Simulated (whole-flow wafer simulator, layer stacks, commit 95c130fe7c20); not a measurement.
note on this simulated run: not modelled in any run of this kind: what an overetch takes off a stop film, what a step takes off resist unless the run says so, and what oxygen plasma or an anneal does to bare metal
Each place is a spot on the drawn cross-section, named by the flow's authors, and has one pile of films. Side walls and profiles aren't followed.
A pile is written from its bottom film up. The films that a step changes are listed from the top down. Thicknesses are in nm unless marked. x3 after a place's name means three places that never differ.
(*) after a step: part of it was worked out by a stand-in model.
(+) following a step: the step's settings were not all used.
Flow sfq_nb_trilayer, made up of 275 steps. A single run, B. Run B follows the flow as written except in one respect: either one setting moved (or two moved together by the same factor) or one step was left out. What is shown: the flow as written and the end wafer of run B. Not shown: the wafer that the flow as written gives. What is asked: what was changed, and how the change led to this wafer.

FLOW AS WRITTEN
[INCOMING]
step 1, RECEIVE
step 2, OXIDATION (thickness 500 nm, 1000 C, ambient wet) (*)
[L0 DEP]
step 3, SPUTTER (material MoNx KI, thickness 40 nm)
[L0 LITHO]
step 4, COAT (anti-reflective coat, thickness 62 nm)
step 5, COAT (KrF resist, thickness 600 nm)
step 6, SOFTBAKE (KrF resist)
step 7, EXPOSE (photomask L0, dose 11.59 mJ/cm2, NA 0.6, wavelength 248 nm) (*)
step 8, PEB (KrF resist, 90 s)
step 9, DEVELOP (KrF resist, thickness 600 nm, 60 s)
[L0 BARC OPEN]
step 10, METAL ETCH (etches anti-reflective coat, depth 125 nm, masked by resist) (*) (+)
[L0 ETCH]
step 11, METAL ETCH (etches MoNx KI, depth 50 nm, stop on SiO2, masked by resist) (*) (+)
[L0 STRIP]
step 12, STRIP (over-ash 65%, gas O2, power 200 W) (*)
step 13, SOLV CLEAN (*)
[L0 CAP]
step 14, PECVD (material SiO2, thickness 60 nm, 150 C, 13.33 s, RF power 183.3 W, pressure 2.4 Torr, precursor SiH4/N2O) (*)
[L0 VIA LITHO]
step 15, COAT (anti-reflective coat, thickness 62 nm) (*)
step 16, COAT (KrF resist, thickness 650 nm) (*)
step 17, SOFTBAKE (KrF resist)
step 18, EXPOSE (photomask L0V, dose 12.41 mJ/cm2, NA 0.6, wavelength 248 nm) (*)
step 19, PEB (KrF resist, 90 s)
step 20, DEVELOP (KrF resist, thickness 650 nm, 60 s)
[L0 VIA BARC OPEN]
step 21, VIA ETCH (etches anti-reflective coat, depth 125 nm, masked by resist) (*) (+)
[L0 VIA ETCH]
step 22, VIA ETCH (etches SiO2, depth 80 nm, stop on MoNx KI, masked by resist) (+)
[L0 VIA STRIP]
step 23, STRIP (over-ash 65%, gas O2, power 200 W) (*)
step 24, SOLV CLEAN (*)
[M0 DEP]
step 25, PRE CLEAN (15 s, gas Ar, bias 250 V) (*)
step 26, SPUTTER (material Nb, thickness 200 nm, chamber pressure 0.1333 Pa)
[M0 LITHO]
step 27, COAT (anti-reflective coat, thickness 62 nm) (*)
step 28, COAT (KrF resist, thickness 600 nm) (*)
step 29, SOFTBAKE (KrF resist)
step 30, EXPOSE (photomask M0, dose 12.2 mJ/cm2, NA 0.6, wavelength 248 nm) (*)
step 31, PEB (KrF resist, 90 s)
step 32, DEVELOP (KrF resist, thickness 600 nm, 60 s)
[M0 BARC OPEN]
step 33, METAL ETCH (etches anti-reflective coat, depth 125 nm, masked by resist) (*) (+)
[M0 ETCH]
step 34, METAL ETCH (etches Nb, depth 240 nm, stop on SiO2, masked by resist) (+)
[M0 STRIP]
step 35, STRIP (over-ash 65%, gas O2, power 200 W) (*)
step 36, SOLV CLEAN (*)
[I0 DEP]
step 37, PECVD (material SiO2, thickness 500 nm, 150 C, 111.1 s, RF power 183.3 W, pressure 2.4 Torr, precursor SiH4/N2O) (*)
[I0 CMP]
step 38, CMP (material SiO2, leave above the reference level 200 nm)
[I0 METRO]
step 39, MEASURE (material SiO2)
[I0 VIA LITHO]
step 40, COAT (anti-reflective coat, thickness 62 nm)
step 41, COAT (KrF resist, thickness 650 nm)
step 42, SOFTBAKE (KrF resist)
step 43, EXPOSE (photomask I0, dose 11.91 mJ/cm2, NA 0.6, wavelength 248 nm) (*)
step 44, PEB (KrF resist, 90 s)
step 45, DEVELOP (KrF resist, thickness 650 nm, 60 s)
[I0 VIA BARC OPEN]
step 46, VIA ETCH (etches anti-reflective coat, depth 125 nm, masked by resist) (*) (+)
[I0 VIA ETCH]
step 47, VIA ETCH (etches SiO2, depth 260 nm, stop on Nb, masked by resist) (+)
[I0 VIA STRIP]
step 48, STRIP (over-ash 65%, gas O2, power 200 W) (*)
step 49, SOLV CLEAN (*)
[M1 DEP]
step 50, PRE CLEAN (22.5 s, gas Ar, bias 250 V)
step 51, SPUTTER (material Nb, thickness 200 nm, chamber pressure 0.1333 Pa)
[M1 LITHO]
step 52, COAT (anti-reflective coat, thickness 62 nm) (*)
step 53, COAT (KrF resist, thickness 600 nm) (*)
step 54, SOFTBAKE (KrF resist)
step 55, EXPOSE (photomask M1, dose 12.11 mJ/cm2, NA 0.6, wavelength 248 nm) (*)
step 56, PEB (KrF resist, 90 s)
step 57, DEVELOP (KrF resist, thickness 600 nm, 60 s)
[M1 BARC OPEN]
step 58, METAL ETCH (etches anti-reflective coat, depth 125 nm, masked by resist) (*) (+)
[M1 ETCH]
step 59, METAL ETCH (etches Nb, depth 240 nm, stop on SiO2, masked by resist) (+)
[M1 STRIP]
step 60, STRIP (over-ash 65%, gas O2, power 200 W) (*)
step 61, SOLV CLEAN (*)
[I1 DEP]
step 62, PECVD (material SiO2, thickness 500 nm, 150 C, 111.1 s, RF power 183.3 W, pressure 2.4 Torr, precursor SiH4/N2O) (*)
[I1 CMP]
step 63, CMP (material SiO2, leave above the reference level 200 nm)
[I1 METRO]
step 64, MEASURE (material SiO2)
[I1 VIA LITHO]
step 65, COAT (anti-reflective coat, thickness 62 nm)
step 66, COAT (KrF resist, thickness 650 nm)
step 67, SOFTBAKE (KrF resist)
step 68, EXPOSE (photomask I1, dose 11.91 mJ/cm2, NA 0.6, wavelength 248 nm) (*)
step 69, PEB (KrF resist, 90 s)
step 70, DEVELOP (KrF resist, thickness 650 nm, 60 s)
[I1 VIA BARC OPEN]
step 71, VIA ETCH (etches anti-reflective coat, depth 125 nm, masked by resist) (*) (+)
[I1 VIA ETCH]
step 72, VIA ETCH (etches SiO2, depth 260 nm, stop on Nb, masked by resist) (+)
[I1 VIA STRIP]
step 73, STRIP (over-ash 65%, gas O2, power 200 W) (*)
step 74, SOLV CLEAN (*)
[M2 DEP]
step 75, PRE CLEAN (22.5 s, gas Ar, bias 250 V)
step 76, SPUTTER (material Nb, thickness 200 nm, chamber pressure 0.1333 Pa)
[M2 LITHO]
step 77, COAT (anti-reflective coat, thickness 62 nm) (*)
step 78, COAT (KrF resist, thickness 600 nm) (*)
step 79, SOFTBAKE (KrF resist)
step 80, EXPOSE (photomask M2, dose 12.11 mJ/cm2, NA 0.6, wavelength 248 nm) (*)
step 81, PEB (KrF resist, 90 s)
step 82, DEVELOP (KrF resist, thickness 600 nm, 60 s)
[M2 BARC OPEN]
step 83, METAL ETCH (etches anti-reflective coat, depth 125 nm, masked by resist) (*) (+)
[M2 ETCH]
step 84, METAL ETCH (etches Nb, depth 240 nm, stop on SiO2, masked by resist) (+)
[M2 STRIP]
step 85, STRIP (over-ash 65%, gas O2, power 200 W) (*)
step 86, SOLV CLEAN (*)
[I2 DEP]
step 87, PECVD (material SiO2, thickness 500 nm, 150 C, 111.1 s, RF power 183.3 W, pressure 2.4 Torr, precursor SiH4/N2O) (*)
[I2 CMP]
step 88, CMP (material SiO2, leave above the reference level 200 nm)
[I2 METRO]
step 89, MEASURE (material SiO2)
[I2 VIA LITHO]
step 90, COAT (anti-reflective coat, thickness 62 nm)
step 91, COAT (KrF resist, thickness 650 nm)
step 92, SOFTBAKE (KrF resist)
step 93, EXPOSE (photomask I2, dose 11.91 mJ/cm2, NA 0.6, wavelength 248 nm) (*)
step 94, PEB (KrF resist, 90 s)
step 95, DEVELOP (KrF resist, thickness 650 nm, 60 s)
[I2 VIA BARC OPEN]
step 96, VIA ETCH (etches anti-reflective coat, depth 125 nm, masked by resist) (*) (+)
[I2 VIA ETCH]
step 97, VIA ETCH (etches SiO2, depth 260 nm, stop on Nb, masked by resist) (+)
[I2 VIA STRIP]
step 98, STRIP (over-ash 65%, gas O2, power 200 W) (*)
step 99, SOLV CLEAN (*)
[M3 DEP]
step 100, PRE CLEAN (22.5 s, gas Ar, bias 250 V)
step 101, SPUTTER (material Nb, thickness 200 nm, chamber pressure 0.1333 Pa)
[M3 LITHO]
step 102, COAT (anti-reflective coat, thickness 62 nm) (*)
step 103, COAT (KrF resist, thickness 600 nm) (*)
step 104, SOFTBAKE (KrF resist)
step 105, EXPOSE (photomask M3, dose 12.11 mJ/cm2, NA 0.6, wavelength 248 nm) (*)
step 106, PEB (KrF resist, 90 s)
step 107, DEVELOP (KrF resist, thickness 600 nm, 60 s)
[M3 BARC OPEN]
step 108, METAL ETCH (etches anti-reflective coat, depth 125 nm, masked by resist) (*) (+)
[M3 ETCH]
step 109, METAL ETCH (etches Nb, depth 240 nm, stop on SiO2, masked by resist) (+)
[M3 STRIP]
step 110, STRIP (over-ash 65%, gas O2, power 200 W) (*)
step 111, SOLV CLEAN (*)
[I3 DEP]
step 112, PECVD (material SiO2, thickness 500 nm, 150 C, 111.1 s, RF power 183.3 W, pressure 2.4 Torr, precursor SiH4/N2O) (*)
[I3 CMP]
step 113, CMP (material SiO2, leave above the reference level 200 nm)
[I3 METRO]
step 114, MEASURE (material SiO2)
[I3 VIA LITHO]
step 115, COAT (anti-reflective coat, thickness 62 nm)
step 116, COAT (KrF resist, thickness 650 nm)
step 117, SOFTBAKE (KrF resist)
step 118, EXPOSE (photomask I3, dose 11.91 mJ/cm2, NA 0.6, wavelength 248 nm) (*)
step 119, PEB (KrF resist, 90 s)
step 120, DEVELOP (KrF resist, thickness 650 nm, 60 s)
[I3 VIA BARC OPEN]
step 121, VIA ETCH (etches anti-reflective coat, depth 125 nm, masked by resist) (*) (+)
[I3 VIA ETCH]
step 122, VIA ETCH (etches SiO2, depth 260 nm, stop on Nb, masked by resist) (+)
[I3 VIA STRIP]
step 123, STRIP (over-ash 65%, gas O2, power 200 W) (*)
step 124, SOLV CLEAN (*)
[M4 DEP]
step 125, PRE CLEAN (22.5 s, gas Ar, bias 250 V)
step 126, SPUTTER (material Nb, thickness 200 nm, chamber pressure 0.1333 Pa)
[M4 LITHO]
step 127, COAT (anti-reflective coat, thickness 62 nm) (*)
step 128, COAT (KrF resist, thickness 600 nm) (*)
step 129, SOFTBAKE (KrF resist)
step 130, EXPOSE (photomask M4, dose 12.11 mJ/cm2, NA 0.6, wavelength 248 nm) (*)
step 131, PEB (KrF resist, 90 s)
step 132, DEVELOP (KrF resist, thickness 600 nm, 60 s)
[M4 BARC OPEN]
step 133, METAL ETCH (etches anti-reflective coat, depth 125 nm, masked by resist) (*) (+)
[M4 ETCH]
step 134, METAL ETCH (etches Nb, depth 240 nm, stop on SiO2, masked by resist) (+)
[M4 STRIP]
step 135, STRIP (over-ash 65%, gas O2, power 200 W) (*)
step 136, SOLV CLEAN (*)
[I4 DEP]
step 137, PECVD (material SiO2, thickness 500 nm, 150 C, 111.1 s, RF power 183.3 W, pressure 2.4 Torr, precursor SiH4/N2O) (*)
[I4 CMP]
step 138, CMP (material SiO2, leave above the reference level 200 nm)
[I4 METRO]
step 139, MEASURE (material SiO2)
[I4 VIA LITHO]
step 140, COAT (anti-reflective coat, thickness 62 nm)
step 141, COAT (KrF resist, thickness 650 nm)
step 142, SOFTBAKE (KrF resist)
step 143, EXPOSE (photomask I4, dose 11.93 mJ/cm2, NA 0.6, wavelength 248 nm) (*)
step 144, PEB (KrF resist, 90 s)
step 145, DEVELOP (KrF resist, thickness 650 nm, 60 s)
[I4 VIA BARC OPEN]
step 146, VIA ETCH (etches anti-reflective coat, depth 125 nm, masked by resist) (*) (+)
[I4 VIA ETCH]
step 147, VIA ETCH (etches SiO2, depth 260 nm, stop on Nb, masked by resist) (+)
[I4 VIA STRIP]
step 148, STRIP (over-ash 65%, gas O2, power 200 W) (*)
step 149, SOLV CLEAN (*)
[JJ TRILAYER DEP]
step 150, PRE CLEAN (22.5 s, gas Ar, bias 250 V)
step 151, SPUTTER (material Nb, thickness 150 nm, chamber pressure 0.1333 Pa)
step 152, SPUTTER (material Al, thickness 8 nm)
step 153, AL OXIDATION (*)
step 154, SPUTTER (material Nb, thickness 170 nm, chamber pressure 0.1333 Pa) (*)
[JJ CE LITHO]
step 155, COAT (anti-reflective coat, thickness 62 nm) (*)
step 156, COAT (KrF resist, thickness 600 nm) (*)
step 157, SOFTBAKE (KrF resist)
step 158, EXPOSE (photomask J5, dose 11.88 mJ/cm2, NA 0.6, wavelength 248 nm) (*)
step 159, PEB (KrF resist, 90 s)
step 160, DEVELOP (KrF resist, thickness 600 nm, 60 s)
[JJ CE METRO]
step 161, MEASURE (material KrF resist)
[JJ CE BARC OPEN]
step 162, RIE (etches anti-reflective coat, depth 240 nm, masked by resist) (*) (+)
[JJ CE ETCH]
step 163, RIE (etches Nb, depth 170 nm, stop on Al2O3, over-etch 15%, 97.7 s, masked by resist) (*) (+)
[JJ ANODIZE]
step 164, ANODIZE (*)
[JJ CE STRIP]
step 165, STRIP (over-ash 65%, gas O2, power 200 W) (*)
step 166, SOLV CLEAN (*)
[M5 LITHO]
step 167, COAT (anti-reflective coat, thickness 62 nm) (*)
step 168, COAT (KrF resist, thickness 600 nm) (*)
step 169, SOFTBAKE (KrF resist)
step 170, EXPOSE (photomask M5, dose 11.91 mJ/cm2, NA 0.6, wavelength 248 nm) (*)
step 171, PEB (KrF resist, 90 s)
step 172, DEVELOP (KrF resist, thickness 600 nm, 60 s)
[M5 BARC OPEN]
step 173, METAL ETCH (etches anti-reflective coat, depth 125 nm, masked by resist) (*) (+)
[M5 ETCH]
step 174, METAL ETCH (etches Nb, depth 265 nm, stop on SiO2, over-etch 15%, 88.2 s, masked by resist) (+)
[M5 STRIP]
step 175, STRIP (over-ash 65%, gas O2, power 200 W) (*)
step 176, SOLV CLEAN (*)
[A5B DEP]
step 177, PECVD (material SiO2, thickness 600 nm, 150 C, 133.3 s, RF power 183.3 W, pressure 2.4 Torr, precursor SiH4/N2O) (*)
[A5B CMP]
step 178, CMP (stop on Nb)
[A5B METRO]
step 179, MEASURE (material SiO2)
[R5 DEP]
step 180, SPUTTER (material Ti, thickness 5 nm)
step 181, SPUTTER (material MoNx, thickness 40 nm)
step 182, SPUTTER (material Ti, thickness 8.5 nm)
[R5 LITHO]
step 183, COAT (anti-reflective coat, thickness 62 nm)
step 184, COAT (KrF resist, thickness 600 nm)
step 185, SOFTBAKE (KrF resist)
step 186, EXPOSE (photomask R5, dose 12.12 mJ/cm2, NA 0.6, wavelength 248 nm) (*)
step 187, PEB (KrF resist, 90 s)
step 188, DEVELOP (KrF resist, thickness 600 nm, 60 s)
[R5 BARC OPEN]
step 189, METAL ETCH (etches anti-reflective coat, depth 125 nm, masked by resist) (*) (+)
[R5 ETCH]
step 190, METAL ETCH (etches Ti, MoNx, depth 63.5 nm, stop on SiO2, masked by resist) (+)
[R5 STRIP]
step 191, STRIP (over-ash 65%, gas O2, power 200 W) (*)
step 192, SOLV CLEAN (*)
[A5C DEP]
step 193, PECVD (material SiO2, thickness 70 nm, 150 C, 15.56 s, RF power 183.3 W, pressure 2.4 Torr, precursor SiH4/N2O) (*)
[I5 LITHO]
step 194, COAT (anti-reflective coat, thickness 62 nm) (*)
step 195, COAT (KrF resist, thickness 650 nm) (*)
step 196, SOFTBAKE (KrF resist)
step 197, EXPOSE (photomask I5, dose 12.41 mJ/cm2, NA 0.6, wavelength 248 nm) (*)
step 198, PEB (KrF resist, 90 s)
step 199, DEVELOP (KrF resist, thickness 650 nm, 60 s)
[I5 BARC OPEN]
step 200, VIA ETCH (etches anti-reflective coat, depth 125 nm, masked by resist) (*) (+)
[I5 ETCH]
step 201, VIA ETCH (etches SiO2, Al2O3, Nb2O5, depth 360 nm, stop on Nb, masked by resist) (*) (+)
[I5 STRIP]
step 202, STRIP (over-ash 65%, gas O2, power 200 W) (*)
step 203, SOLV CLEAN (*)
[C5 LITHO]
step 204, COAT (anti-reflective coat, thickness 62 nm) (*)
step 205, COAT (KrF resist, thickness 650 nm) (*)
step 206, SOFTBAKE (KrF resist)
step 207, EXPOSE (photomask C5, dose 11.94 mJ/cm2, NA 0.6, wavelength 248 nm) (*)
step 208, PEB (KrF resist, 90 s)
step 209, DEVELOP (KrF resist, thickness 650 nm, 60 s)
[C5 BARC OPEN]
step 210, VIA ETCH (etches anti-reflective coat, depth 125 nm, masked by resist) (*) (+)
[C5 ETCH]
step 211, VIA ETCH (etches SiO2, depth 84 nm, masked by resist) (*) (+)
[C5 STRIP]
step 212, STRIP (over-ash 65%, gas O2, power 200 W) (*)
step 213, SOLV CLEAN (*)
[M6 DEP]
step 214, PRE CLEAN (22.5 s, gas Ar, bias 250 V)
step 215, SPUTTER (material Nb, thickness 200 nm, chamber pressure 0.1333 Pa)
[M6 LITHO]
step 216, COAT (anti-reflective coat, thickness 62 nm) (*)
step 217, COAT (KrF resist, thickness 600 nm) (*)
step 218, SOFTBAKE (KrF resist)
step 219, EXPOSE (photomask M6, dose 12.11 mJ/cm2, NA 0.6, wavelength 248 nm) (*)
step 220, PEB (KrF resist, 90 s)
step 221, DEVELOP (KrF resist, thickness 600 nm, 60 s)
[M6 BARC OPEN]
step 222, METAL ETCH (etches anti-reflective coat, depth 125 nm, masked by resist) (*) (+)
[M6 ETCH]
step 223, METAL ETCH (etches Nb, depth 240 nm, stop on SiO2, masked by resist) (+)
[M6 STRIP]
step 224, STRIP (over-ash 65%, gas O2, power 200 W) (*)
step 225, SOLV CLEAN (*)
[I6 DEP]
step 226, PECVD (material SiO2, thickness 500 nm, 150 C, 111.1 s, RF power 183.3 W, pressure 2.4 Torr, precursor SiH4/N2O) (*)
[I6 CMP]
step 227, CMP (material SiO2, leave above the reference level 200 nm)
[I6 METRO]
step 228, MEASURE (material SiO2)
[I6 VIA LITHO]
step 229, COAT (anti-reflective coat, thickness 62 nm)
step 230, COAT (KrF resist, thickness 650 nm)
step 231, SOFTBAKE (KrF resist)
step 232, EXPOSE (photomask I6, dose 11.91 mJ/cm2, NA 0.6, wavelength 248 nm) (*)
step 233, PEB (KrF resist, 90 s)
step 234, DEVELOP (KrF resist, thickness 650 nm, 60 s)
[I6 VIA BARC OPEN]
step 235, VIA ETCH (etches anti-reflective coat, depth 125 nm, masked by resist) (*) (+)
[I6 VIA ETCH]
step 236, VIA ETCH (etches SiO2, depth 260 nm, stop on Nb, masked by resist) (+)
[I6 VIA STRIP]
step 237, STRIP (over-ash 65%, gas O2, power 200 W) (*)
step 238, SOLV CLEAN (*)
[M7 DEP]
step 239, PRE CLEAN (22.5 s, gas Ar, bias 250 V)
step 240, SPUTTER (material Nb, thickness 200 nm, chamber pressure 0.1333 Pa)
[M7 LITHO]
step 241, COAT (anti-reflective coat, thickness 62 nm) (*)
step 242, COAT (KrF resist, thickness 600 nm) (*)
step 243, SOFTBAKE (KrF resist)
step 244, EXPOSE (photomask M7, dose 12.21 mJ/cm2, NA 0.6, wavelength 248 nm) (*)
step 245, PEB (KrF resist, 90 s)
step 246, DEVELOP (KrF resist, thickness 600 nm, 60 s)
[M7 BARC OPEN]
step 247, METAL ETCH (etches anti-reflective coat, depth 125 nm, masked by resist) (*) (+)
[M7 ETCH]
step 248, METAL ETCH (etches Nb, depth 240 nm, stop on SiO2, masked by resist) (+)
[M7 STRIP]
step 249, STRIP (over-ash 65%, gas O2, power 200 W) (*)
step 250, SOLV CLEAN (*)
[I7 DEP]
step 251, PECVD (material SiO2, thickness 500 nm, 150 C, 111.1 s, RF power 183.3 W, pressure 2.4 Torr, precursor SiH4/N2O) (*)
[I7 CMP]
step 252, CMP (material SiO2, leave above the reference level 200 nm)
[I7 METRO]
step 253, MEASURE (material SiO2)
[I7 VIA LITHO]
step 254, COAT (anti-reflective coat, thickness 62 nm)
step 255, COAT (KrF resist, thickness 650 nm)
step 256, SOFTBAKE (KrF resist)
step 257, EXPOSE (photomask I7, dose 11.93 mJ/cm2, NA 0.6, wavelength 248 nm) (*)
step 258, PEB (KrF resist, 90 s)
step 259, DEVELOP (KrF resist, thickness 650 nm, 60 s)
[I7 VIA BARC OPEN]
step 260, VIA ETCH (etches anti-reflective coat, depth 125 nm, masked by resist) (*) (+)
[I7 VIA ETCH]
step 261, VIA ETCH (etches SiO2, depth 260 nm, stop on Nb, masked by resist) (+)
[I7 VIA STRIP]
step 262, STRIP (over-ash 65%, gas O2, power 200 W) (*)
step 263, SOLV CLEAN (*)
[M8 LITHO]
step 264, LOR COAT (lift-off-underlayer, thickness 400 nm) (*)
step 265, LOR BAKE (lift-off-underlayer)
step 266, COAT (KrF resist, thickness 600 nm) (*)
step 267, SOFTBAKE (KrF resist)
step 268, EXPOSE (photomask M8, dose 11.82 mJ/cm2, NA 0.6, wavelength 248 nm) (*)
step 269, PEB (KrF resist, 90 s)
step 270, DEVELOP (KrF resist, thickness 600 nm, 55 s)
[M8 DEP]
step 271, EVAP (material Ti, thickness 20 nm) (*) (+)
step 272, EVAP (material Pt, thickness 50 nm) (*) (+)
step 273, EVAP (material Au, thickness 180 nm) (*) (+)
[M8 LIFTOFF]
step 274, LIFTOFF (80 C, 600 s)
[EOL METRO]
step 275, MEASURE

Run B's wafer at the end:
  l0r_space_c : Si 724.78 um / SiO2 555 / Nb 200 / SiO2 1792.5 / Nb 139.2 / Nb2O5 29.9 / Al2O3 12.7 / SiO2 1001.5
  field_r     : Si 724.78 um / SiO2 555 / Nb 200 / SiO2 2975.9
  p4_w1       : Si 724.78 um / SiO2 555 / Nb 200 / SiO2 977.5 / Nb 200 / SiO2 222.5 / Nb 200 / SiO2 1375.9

Cause: step 113, CMP: leave above the reference level 230 nm was run, though the flow has leave above the reference level 200 nm.

Step by step, how the change led to this:
  step 113, CMP (material SiO2, leave above the reference level 200 nm)
      field_l, be, be_sur and 64 more: SiO2 loses 70 (in the flow as written it would be: SiO2 loses 100)
      v_sur, via_wl, via_wr and 27 more: SiO2 loses 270 (in the flow as written it would be: SiO2 loses 300)
      (and at 9 other places as well)
  step 122, VIA ETCH (etches SiO2, depth 260 nm, stop on Nb, masked by resist) (+)
      via_v: SiO2 loses 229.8 (all of it) (in the flow as written it would be: SiO2 loses 199.8 (all of it))
  step 126, SPUTTER (material Nb, thickness 200 nm, chamber pressure 0.1333 Pa)
      via_v: Nb gains 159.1 (in the flow as written it would be: Nb gains 165.5)
  step 127, COAT (anti-reflective coat, thickness 62 nm) (*)
      via_v: anti-reflective coat gains 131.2 (new film) (in the flow as written it would be: anti-reflective coat gains 124.8 (new film))
  step 128, COAT (KrF resist, thickness 600 nm) (*)
      via_v: KrF resist gains 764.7 (new film) (in the flow as written it would be: KrF resist gains 739.8 (new film))
  step 135, STRIP (over-ash 65%, gas O2, power 200 W) (*)
      via_v: KrF resist loses 546.7 (all of it), anti-reflective coat loses 131.2 (all of it) (in the flow as written it would be: KrF resist loses 521.8 (all of it), anti-reflective coat loses 124.8 (all of it))
  step 137, PECVD (material SiO2, thickness 500 nm, 150 C, 111.1 s, RF power 183.3 W, pressure 2.4 Torr, precursor SiH4/N2O) (*)
      via_v: SiO2 gains 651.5 (new film) (in the flow as written it would be: SiO2 gains 615 (new film))
